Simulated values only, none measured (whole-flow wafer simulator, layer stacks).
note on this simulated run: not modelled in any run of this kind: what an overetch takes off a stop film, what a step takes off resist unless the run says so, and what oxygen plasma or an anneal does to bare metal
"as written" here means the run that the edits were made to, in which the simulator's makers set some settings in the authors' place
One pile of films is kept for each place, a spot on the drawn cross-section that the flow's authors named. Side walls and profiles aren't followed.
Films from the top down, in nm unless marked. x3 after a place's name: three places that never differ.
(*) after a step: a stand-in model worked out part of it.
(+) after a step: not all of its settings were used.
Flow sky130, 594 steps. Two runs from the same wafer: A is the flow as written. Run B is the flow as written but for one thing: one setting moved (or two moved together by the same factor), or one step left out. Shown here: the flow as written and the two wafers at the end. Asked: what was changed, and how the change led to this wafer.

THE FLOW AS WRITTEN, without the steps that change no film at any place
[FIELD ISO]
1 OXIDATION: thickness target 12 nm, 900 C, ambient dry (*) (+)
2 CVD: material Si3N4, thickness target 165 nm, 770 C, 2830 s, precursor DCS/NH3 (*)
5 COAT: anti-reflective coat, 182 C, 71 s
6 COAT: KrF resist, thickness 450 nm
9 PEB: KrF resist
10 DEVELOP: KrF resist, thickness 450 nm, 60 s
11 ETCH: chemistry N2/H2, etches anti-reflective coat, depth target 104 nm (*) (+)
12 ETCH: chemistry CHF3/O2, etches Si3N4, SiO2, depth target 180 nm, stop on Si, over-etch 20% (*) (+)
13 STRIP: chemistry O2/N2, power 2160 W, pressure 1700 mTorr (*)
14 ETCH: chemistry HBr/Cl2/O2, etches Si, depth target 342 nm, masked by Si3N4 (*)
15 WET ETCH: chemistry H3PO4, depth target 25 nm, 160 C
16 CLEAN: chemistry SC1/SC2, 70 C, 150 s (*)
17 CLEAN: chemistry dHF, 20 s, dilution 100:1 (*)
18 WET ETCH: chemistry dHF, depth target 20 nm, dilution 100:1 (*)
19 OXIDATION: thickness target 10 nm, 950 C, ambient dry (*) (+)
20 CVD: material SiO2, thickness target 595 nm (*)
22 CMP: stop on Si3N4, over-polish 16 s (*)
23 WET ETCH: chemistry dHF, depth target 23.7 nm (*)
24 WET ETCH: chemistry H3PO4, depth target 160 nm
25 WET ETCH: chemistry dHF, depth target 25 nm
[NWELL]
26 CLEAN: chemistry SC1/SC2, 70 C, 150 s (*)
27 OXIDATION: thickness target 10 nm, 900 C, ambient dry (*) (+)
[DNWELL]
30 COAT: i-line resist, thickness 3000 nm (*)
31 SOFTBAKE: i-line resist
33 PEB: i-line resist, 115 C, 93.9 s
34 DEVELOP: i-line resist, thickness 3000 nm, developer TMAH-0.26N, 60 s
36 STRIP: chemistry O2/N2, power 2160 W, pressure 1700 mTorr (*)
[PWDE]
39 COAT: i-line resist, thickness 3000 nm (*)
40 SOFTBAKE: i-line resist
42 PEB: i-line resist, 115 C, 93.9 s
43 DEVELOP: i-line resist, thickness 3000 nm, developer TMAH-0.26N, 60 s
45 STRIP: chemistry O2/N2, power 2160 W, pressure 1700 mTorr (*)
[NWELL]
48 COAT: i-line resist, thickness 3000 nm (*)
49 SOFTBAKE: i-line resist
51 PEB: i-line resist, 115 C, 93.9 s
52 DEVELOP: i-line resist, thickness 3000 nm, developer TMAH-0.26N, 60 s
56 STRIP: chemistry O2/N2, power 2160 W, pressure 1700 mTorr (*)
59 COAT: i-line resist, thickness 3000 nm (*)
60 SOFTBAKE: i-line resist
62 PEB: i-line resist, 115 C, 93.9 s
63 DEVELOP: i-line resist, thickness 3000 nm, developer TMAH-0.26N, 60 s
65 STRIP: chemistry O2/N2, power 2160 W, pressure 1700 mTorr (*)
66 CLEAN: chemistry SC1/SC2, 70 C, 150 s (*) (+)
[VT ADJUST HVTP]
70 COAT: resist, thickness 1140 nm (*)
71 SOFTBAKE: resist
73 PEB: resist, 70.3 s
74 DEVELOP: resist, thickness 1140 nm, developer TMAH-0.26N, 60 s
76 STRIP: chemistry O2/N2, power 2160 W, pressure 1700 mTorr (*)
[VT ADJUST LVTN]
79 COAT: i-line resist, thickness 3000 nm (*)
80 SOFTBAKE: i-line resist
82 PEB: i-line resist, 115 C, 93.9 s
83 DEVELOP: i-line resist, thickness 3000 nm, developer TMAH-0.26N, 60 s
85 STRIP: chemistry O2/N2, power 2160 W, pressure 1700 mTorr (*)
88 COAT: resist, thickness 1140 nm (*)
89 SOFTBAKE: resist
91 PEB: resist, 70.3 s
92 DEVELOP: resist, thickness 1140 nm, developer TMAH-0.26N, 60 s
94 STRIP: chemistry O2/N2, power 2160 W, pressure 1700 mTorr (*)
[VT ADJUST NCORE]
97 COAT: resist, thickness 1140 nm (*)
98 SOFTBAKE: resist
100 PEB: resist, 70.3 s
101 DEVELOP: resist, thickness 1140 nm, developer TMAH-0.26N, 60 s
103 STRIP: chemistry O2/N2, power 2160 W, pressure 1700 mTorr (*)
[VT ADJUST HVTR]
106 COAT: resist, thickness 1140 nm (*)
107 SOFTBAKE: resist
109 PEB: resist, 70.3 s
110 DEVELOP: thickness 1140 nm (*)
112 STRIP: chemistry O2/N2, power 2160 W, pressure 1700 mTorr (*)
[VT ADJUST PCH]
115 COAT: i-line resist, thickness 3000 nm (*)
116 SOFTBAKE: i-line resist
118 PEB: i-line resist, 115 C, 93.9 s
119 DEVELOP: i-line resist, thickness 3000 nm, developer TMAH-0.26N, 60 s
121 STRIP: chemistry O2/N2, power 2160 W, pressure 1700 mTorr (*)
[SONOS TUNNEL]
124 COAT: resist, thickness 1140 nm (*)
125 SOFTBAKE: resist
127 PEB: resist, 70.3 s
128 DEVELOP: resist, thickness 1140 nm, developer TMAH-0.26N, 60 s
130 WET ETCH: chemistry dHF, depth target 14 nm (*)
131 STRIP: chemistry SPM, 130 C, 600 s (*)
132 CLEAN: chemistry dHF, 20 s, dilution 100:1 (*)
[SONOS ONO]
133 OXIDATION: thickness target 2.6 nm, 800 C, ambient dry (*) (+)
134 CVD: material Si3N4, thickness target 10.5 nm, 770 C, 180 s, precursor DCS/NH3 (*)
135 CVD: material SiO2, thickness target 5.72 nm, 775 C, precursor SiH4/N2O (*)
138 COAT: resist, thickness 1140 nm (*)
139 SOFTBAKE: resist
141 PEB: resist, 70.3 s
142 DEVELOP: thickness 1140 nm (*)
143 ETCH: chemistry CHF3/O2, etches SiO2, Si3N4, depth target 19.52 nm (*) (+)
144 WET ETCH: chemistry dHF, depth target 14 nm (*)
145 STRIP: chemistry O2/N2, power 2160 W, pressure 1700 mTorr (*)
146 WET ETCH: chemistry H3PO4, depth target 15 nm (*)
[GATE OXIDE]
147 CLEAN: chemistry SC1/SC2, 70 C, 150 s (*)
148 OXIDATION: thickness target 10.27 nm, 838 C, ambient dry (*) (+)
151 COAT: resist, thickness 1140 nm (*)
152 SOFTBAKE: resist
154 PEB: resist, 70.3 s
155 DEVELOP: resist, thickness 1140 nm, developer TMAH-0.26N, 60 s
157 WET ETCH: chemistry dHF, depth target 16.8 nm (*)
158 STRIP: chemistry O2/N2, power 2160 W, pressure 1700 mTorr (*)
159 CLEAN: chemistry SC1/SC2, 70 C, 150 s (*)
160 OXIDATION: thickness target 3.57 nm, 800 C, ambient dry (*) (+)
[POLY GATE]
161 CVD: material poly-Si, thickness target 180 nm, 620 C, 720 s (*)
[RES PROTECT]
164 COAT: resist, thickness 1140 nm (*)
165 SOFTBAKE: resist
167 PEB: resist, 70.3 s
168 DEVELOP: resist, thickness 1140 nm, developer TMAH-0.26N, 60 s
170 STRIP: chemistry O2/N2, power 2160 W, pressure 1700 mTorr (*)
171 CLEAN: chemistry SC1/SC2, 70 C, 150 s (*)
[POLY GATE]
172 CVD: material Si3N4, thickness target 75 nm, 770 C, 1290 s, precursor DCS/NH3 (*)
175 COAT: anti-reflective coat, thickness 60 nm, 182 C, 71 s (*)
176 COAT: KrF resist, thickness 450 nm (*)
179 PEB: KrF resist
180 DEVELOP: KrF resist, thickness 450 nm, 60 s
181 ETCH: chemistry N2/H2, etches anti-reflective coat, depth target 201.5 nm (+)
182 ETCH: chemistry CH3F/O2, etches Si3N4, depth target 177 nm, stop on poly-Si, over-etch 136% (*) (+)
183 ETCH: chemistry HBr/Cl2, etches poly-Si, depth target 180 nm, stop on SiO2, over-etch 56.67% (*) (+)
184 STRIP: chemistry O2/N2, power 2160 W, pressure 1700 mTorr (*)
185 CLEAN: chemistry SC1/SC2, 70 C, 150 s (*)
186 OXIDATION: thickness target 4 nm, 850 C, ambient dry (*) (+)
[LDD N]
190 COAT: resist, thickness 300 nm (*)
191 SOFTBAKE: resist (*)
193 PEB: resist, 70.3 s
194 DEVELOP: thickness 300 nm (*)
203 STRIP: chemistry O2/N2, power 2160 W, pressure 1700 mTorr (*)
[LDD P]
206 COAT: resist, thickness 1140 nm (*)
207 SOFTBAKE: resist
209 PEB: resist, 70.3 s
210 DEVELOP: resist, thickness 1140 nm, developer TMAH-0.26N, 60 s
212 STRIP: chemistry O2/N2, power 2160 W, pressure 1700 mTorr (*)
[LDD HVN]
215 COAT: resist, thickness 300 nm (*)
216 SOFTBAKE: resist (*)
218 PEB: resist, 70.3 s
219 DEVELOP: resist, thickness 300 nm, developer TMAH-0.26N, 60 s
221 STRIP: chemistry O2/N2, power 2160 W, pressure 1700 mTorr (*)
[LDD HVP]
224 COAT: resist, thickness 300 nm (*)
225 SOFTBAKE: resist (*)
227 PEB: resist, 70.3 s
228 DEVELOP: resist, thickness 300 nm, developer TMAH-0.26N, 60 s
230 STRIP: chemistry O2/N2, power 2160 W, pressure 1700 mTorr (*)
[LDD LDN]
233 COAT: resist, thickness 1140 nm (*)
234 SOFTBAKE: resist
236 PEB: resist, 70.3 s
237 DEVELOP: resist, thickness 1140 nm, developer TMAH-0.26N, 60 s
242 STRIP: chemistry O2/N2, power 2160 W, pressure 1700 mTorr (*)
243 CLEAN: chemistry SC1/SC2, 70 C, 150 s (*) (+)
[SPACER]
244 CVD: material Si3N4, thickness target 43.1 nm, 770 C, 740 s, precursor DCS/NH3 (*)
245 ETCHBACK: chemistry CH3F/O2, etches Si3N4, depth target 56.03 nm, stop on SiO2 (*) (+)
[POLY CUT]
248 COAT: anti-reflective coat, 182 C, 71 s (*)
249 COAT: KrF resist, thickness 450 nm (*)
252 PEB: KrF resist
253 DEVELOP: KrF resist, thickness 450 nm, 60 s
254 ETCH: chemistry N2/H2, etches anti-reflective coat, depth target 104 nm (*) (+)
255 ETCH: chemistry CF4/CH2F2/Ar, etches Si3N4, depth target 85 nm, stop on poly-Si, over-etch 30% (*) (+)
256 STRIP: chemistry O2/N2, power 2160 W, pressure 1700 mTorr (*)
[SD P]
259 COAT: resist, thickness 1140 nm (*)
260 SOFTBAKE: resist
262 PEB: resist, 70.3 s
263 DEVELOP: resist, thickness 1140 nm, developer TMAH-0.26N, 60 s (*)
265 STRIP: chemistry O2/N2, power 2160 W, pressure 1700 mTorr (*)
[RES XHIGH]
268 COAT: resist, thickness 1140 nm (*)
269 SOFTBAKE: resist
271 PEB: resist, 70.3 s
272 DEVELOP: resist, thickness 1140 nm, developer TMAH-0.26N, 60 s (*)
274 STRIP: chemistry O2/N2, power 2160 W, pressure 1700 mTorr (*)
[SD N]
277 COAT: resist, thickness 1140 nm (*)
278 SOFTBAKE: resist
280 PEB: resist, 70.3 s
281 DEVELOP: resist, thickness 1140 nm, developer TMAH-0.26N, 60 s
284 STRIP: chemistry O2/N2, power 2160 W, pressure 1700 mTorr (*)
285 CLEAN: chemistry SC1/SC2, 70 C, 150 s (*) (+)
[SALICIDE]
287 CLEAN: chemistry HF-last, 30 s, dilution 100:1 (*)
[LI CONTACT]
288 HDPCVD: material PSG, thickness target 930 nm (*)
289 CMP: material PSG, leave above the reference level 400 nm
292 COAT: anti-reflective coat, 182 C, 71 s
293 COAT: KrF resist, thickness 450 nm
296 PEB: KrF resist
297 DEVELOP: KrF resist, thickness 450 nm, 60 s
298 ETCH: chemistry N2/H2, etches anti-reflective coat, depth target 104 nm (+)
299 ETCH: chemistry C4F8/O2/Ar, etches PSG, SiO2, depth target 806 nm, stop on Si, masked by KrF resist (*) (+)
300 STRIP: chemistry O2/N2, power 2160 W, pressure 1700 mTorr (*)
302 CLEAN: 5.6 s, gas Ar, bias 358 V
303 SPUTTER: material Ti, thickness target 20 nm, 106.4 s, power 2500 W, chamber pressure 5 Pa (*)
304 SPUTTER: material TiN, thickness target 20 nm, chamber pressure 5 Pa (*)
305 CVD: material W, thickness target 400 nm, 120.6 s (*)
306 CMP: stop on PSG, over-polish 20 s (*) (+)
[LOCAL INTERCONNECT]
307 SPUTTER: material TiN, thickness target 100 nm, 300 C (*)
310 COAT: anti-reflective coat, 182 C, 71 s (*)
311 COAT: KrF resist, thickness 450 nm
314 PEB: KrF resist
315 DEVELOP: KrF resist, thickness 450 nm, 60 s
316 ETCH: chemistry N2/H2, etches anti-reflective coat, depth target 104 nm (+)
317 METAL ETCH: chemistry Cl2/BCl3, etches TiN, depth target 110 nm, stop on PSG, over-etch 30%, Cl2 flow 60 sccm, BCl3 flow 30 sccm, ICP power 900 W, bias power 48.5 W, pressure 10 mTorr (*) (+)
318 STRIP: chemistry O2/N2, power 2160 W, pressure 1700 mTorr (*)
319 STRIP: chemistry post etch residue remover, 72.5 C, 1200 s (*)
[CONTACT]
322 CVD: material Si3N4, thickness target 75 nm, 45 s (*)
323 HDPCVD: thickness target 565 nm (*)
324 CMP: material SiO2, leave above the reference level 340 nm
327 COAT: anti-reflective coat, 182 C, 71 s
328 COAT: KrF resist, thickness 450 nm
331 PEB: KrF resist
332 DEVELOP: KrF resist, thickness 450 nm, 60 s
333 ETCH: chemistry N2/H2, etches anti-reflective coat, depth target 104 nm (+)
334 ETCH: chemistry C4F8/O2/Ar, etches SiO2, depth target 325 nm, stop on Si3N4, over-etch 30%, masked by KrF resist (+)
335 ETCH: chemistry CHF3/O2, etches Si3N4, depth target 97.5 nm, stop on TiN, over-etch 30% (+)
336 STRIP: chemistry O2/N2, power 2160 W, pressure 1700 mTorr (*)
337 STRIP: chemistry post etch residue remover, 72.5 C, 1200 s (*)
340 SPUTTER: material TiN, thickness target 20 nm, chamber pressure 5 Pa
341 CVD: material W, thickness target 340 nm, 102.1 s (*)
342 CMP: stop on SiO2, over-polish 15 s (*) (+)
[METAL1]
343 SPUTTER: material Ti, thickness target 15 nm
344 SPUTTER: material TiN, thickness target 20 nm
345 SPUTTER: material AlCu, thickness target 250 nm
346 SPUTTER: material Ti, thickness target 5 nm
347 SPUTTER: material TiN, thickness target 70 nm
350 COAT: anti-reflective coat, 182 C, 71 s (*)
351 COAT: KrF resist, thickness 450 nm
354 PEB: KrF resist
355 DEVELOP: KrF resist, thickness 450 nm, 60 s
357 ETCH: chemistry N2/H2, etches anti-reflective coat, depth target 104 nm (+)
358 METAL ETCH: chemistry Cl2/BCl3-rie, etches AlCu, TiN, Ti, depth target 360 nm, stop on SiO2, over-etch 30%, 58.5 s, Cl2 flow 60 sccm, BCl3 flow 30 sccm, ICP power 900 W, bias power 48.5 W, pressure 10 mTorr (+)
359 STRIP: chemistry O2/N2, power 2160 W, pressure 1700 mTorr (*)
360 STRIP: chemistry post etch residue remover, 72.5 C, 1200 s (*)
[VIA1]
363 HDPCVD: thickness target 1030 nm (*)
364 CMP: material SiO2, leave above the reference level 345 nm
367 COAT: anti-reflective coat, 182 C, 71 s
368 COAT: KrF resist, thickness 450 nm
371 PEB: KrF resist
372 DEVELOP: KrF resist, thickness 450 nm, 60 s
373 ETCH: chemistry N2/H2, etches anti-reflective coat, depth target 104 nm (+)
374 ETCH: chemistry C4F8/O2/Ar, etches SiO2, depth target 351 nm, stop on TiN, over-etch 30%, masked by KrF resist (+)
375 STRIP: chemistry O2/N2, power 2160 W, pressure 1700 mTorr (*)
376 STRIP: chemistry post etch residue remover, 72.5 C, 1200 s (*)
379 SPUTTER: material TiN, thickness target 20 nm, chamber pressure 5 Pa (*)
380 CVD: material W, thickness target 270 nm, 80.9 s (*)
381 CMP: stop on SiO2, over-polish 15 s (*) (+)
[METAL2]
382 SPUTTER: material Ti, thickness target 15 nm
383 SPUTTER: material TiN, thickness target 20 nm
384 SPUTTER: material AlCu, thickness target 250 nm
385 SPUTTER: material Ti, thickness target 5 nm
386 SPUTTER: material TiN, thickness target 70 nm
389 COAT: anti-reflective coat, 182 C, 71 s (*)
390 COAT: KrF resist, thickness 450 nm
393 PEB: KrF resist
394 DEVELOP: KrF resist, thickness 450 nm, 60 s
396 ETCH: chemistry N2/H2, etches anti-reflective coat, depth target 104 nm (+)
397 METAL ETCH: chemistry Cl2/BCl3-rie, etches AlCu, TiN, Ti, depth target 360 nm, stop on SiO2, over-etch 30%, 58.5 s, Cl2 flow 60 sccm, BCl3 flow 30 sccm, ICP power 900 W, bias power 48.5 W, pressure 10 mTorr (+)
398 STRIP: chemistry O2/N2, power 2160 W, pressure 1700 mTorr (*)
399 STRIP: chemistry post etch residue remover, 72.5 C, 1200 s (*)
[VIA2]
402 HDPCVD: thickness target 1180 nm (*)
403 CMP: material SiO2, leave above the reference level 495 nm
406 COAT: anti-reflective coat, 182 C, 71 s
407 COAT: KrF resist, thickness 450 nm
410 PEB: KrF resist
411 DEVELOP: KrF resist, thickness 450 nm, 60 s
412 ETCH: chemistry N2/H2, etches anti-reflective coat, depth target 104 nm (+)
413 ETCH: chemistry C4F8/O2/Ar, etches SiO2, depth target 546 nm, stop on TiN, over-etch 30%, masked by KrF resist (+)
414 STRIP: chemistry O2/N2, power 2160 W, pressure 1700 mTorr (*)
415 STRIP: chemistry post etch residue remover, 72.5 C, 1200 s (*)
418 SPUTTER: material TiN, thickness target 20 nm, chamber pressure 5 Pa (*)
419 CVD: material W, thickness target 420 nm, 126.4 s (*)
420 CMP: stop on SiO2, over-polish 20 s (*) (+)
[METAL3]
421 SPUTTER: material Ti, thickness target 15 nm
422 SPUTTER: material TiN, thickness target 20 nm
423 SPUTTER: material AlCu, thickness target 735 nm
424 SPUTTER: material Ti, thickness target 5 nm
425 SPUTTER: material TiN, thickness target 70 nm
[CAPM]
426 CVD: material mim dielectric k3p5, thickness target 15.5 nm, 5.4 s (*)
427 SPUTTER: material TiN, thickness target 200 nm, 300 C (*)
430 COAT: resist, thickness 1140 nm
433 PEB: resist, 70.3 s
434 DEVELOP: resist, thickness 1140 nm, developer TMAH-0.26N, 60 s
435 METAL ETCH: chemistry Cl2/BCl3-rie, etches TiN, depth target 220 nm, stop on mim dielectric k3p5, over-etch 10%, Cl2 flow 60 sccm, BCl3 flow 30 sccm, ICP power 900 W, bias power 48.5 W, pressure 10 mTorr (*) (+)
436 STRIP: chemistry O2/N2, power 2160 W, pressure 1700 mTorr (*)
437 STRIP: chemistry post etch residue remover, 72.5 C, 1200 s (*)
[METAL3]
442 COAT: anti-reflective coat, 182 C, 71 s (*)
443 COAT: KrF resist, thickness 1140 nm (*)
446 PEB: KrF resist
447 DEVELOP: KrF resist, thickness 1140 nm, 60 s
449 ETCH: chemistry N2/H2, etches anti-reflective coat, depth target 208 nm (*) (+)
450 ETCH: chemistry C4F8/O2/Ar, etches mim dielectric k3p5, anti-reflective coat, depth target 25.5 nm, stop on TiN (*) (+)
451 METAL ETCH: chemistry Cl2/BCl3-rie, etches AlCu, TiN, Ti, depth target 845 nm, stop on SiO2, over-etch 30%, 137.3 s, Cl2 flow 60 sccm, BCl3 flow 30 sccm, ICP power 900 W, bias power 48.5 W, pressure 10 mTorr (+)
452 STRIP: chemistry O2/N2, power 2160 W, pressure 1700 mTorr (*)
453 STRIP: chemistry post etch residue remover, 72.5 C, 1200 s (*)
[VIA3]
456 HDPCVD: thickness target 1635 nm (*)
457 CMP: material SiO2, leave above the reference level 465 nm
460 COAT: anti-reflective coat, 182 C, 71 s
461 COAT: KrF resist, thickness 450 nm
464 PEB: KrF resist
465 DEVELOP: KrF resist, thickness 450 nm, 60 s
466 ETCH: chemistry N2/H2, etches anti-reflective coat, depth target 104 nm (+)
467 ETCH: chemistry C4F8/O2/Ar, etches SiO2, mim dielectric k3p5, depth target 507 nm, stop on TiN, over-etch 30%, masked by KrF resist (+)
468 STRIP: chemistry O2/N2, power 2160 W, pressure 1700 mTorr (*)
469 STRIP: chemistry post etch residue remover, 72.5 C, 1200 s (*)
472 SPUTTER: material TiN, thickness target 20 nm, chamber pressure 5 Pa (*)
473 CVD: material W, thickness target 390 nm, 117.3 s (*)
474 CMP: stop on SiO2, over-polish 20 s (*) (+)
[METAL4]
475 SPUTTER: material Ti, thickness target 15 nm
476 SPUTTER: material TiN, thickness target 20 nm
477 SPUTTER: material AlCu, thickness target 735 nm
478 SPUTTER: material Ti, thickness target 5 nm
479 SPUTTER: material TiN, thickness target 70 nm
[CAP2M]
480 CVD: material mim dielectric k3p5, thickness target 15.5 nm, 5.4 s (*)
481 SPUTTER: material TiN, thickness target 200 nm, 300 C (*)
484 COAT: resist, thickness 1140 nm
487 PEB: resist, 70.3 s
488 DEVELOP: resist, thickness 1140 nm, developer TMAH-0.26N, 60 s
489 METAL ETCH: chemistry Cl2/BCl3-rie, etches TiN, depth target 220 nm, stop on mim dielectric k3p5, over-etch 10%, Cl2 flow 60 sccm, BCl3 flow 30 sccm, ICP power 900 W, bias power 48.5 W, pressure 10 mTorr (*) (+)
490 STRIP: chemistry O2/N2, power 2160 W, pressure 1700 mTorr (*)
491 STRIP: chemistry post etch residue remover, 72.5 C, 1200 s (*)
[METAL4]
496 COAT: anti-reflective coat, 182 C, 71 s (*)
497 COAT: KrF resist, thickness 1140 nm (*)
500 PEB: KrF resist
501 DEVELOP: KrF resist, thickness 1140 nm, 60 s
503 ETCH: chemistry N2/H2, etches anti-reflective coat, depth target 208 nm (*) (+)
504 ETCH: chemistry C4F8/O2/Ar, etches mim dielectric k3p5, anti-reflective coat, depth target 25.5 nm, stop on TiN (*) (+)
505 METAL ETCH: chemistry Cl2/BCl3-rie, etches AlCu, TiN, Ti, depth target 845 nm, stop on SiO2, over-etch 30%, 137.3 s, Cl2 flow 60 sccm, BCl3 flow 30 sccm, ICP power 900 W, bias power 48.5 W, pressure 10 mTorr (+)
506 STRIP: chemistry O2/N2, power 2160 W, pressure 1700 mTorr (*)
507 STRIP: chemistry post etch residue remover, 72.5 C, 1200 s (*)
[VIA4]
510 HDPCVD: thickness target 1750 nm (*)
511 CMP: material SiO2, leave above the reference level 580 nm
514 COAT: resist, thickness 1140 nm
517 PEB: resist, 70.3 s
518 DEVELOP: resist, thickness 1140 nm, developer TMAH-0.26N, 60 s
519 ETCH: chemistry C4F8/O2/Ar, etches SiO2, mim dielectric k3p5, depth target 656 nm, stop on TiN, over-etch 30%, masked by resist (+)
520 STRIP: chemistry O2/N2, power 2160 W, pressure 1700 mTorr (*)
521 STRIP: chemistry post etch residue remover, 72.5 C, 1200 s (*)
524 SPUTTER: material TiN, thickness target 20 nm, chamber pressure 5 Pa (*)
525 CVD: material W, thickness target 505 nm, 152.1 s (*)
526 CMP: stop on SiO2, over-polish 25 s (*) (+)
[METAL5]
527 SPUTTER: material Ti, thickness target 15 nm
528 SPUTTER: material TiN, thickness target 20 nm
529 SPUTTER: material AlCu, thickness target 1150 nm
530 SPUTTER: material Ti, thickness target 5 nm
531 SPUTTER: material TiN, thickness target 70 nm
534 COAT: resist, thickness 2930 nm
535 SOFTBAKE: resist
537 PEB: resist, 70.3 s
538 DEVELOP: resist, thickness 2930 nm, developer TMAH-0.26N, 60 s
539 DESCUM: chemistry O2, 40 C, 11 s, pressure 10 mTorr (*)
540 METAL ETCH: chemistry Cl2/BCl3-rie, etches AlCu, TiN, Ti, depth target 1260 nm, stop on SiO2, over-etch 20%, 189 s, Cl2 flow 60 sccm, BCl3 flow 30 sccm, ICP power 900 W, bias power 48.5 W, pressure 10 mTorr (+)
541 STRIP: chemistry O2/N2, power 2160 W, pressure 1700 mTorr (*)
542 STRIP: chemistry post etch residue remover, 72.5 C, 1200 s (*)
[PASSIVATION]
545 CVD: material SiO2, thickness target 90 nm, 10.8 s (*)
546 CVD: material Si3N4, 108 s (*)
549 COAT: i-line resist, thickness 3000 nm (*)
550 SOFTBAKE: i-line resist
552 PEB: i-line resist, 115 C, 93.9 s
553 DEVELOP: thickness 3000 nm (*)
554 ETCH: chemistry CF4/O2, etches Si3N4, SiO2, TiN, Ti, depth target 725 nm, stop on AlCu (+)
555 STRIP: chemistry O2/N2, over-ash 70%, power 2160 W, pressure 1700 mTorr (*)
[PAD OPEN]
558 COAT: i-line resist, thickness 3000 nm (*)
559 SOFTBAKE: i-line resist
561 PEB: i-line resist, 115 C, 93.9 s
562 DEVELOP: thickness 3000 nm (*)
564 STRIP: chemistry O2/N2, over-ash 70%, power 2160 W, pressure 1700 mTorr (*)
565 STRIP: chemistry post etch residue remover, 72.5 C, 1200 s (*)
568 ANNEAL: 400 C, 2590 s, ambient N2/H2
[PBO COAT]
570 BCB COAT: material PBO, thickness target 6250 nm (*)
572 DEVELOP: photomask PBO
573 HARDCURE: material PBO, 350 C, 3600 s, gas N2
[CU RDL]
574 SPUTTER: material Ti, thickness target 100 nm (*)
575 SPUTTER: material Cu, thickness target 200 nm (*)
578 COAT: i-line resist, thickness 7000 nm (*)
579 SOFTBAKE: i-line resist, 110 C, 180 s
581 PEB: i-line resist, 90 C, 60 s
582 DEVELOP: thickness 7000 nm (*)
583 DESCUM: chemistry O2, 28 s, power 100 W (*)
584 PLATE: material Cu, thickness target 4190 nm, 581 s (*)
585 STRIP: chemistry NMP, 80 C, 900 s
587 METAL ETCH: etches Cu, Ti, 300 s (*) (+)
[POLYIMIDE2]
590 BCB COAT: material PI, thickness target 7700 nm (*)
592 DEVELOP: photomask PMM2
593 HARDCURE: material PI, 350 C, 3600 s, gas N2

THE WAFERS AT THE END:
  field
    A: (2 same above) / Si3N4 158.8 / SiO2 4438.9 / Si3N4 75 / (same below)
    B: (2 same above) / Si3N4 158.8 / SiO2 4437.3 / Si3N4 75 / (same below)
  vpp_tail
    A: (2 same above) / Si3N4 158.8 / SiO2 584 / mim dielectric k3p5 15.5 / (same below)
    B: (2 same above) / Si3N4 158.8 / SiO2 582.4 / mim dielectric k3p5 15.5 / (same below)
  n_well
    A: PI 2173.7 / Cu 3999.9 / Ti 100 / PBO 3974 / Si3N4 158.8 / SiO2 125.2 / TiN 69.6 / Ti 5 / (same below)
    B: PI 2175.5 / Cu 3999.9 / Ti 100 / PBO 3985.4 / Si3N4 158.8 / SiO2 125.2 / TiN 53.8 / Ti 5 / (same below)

The cause: step 531, SPUTTER: thickness target 54.2 nm was run, where the flow has thickness target 70 nm.

How the change led to this, step by step:
  531 SPUTTER: material TiN, thickness target 70 nm
      field, active, n_well and 190 more: A TiN +70 (new film) | B TiN +54.2 (new film)
  540 METAL ETCH: chemistry Cl2/BCl3-rie, etches AlCu, TiN, Ti, depth target 1260 nm, stop on SiO2, over-etch 20%, 189 s, Cl2 flow 60 sccm, BCl3 flow 30 sccm, ICP power 900 W, bias power 48.5 W, pressure 10 mTorr (+)
      field, active, gate and 175 more: A TiN -70 (all of it), Ti -5 (all of it), AlCu -1150 (all of it), TiN -20 (all of it), Ti -15 (all of it), SiO2 -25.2 | B TiN -54.2 (all of it), Ti -5 (all of it), AlCu -1150 (all of it), TiN -20 (all of it), Ti -15 (all of it), SiO2 -26.8
  550 SOFTBAKE: i-line resist
      drift_pwde: A i-line resist +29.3 | B i-line resist +28.7
  554 ETCH: chemistry CF4/O2, etches Si3N4, SiO2, TiN, Ti, depth target 725 nm, stop on AlCu (+)
      field, active, n_well and 189 more: A i-line resist -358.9 | B i-line resist -343.1
      pad: A Si3N4 -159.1 (all of it), SiO2 -125.2 (all of it), TiN -69.6 (all of it), Ti -5 (all of it) | B Si3N4 -159.1 (all of it), SiO2 -125.2 (all of it), TiN -53.8 (all of it), Ti -5 (all of it)
  555 STRIP: chemistry O2/N2, over-ash 70%, power 2160 W, pressure 1700 mTorr (*)
      n_well, p_well, sd_n, sd_p: A i-line resist -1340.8 (all of it) | B i-line resist -1370.5 (all of it)
      ndiff_licon_rim, ndiff_licon: A i-line resist -1368.9 (all of it) | B i-line resist -1398.2 (all of it)
      (and at 5 more places)
  559 SOFTBAKE: i-line resist
      drift_pwde: A i-line resist +29.3 | B i-line resist +28.7
